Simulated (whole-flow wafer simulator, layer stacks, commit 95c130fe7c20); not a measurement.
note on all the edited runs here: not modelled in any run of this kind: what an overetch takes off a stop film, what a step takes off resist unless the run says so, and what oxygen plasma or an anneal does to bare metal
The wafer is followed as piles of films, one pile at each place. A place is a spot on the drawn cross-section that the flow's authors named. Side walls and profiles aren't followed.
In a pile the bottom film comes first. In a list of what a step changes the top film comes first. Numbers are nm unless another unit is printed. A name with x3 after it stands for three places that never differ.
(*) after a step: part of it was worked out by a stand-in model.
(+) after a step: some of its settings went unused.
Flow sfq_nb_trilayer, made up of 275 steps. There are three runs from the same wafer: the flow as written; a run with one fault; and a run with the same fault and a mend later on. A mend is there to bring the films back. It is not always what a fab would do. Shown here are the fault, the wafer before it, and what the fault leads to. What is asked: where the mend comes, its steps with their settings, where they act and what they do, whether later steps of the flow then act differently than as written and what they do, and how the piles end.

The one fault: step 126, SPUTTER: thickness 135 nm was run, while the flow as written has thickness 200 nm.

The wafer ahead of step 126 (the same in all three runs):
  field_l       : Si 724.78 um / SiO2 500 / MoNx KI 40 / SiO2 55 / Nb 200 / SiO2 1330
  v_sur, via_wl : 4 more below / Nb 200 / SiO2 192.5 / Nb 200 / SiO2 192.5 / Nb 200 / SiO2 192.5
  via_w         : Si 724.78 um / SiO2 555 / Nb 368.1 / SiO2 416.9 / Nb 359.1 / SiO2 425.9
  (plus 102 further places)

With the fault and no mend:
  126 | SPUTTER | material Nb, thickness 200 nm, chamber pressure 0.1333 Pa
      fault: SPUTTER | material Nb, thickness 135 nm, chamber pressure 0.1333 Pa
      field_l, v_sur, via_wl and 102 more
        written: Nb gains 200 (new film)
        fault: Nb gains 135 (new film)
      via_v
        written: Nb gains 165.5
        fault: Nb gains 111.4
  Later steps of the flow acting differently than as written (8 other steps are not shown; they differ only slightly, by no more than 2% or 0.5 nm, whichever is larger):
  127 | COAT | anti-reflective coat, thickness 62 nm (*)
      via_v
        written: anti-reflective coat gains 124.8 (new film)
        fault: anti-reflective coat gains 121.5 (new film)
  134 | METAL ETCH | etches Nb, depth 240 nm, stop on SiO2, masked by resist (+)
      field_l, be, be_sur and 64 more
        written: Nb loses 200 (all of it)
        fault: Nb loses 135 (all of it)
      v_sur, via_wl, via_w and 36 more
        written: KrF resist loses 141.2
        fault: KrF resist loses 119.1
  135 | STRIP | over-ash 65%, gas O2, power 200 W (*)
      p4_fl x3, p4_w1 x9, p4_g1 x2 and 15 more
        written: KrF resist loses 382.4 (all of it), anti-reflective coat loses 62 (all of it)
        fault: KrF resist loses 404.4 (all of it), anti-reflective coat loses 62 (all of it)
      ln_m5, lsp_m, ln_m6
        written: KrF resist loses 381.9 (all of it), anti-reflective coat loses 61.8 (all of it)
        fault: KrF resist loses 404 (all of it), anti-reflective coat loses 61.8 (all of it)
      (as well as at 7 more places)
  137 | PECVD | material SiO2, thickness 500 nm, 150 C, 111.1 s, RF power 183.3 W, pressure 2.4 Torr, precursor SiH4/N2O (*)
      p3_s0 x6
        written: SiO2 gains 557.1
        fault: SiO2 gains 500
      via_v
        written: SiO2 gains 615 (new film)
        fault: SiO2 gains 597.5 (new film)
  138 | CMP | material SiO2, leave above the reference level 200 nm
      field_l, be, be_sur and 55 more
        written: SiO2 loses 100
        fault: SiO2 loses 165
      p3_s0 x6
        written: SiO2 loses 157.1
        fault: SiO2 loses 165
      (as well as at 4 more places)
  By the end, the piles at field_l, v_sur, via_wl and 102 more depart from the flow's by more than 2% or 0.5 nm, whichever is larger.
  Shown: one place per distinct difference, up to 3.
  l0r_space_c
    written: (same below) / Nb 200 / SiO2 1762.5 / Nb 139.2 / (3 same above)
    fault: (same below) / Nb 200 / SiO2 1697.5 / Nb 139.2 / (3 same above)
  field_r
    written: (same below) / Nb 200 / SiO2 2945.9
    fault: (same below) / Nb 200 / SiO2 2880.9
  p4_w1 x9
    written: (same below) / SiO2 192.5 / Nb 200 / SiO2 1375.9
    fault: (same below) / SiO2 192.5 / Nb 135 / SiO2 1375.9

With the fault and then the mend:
  After step 132 comes the mend.
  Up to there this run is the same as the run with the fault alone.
  132a | STRIP | over-ash 65%, gas O2, power 200 W (*)
      p3_s0 x6, p3_fr x3, wl_d_sl and 38 more
        anti-reflective coat loses 62 (all of it)
      p4_fl x3, p4_w1 x9, p4_g1 x2 and 15 more
        KrF resist loses 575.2 (all of it), anti-reflective coat loses 62 (all of it)
      moat, field_r, lsp_l, lsp_r, l0_sur, l0v
        anti-reflective coat loses 61.8 (all of it)
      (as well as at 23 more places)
  132b | SPUTTER | material Nb, thickness 65 nm, chamber pressure 0.1333 Pa (a further turn of the flow's step 126, with different settings)
      field_l, v_sur, via_wl and 102 more
        Nb gains 65
      via_v
        Nb gains 51.2
  132c | COAT | anti-reflective coat, thickness 62 nm (*) (a further turn of the flow's step 127)
      p4_fl x3, p4_w1 x9, p4_g1 x2 and 63 more
        anti-reflective coat gains 62 (new film)
      field_r, lsp_l, ln_m5, lsp_m, ln_m6, lsp_r, l0_sur, l0v
        anti-reflective coat gains 61.8 (new film)
      be_r, r_sur, res, r_end, moat
        anti-reflective coat gains 61.7 (new film)
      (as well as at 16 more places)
  132d | COAT | KrF resist, thickness 600 nm (*) (a further turn of the flow's step 128)
      p4_fl x3, p4_w1 x9, p4_g1 x2 and 63 more
        KrF resist gains 600 (new film)
      field_r, lsp_l, ln_m5, lsp_m, l0v
        KrF resist gains 599.5 (new film)
      ln_m6, lsp_r, l0_sur
        KrF resist gains 599.6 (new film)
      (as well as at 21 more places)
  132e | SOFTBAKE | KrF resist (a further turn of the flow's step 129)
      leaves every film unchanged at each place that is followed
  132f | EXPOSE | photomask M4, dose 12.11 mJ/cm2, NA 0.6, wavelength 248 nm (*) (a further turn of the flow's step 130)
      leaves every film unchanged at each place that is followed
  132g | PEB | KrF resist, 90 s (a further turn of the flow's step 131)
      field_l, v_sur, via_wl and 97 more
        KrF resist loses 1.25
      via_w, via_wr, via_sp, wire, be
        KrF resist loses 1.24
      via_v
        KrF resist loses 1.61
  132h | DEVELOP | KrF resist, thickness 600 nm, 60 s (a further turn of the flow's step 132)
      p3_s0 x6, p3_fr x3, wl_d_sl and 38 more
        KrF resist loses 598.7 (all of it)
      v_sur, via_wl, via_w and 36 more
        KrF resist loses 23.5
      moat, field_r, lsp_l
        KrF resist loses 598.2 (all of it)
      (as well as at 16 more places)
  None of the later steps of the flow differs from how it acts as written, at any place that is followed, by more than 2% or 0.5 nm, whichever is larger.
  The piles end only slightly different from the flow's at the places that both follow, by no more than 2% or 0.5 nm, whichever is larger.
